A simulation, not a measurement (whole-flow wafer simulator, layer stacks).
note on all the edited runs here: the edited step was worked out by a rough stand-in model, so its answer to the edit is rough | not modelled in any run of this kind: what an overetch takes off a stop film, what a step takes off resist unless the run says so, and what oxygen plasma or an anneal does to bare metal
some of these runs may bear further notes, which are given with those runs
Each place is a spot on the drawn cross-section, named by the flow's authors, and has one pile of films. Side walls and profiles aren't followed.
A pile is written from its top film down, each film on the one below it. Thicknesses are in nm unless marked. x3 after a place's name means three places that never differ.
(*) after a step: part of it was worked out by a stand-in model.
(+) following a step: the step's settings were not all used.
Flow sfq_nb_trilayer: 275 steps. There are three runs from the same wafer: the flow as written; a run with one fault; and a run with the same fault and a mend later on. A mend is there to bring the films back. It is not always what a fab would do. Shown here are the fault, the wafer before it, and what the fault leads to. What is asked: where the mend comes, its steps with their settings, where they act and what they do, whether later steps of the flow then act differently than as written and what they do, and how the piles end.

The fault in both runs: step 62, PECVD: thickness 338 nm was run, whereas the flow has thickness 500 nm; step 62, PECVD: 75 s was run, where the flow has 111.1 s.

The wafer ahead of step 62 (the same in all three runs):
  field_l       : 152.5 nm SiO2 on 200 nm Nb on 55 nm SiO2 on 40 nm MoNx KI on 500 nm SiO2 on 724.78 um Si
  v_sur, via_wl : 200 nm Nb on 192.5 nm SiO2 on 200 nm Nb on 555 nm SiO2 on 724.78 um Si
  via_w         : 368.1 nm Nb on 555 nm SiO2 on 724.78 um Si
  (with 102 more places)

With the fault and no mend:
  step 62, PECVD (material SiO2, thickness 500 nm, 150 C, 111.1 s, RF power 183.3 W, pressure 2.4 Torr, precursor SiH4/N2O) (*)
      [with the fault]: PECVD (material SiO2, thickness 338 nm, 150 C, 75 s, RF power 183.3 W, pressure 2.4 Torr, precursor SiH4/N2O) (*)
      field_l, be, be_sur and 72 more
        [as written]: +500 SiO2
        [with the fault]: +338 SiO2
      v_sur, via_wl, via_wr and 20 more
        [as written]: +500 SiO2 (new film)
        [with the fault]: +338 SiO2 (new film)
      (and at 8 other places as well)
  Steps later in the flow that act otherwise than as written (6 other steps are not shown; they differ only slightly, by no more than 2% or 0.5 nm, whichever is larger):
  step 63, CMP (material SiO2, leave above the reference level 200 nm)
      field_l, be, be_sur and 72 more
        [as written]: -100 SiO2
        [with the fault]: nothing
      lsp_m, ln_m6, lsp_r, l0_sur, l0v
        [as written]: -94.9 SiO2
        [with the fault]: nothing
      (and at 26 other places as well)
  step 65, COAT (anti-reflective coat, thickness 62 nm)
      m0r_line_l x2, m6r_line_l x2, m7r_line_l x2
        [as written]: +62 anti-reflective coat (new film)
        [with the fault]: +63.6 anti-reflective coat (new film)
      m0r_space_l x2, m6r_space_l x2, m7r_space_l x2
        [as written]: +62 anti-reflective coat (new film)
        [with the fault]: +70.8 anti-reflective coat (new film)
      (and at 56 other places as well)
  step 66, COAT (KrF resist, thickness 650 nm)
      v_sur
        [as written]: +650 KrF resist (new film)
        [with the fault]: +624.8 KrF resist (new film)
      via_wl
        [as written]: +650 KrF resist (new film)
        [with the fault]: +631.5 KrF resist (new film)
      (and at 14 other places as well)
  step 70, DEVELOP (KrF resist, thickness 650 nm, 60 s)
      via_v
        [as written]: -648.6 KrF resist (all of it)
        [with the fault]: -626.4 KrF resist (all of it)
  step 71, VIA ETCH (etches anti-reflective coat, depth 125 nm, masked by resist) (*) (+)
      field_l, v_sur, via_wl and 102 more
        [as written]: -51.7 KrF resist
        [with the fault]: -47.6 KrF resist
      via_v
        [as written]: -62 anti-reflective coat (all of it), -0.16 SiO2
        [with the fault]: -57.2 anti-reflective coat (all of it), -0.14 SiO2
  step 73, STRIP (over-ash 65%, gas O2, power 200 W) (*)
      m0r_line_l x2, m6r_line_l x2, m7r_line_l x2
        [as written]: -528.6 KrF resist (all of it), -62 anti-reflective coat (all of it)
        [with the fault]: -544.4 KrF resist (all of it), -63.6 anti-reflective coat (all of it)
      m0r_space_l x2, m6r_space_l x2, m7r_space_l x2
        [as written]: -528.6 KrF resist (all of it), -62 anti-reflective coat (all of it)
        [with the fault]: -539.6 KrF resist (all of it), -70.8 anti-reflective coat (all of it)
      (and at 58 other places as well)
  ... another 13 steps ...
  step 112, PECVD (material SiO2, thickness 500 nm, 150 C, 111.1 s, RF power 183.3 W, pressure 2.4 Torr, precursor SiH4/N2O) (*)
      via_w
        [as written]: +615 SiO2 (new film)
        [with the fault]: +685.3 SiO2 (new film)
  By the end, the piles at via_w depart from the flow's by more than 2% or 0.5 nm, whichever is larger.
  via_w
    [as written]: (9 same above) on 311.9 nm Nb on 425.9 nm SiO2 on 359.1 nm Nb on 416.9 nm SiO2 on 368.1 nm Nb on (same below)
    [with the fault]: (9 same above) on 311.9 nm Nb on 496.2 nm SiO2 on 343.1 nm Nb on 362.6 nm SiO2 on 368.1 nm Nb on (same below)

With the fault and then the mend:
  The mend stands after step 62.
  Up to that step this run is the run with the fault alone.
  step 62a, PECVD (material SiO2, thickness 162 nm, 150 C, 36 s, RF power 183.3 W, pressure 2.4 Torr, precursor SiH4/N2O) (the flow's step 62 again, with other settings)
      field_l, v_sur, via_wl and 102 more
        +162 SiO2
      via_w
        +152.2 SiO2
  Steps later in the flow that act otherwise than as written:
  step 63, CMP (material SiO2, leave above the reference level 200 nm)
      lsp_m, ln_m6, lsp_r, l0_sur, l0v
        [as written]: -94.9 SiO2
        [with the mend]: -100 SiO2
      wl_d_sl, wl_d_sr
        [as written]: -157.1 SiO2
        [with the mend]: -100 SiO2
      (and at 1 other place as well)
  By the end, the piles equal the flow's at every place that both follow.
